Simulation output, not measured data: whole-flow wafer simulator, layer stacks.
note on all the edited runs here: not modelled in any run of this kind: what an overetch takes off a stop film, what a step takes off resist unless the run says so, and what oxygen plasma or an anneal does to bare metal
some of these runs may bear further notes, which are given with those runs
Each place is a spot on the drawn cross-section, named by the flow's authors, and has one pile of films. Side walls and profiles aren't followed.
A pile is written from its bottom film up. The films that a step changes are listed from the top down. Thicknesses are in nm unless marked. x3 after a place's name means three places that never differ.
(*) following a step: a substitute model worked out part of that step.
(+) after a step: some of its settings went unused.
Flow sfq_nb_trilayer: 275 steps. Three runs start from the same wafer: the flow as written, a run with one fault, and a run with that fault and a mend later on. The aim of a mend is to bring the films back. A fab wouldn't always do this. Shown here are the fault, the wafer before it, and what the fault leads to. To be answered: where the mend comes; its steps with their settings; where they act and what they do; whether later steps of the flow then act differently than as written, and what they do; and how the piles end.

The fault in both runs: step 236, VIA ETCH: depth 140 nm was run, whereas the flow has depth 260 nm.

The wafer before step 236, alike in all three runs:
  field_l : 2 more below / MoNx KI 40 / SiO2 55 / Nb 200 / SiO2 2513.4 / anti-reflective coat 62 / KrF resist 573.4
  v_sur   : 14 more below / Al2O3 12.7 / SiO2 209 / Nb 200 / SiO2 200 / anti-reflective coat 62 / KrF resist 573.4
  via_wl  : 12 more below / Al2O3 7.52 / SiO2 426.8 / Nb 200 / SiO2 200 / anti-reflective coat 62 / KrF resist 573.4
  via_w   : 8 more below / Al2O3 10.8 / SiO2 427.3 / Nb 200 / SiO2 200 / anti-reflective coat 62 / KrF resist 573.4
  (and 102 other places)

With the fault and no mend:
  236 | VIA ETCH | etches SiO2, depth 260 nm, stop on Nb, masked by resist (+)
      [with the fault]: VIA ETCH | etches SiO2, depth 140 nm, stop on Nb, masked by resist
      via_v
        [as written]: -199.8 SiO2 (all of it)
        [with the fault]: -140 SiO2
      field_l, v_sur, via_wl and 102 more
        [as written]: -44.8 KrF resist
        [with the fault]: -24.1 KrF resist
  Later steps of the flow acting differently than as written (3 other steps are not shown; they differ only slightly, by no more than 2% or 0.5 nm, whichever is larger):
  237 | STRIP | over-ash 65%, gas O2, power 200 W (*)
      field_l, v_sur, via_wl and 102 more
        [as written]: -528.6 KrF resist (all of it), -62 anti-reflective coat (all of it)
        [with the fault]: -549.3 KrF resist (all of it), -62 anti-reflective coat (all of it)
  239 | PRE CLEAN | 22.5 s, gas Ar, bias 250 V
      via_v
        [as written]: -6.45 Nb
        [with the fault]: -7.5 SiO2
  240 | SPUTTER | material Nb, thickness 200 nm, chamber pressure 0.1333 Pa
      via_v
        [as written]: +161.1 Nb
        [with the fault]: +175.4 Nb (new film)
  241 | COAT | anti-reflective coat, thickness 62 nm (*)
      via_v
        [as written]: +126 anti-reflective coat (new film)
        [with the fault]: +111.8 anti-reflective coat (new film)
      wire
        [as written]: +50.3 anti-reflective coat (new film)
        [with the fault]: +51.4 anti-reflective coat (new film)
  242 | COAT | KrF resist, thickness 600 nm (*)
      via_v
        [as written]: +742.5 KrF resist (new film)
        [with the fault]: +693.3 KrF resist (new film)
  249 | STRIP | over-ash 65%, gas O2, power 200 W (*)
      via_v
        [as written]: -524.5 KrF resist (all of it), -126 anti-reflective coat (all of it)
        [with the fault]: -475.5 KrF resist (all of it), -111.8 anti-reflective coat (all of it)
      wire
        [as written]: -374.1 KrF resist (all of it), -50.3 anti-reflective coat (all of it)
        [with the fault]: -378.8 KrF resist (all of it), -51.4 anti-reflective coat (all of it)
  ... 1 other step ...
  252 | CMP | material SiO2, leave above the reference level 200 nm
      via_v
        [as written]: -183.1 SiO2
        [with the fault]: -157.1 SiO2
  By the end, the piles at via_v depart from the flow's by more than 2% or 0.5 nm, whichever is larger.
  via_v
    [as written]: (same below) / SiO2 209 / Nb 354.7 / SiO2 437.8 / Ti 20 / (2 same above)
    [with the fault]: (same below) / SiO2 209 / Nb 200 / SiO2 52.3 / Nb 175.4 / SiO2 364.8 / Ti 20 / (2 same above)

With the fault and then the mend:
  The mend stands after step 236.
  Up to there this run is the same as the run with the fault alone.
  236a | VIA ETCH | etches SiO2, depth 120 nm, stop on Nb, masked by resist (+) (the flow's step 236, run once more with other settings)
      field_l, v_sur, via_wl and 102 more
        -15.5 KrF resist
      via_v
        -59.8 SiO2 (all of it)
  Later steps of the flow that are run all act as written at every place that is followed, up to a difference of at most 2% or 0.5 nm, whichever is larger.
  At every place that both follow, the piles at the end match the flow's.
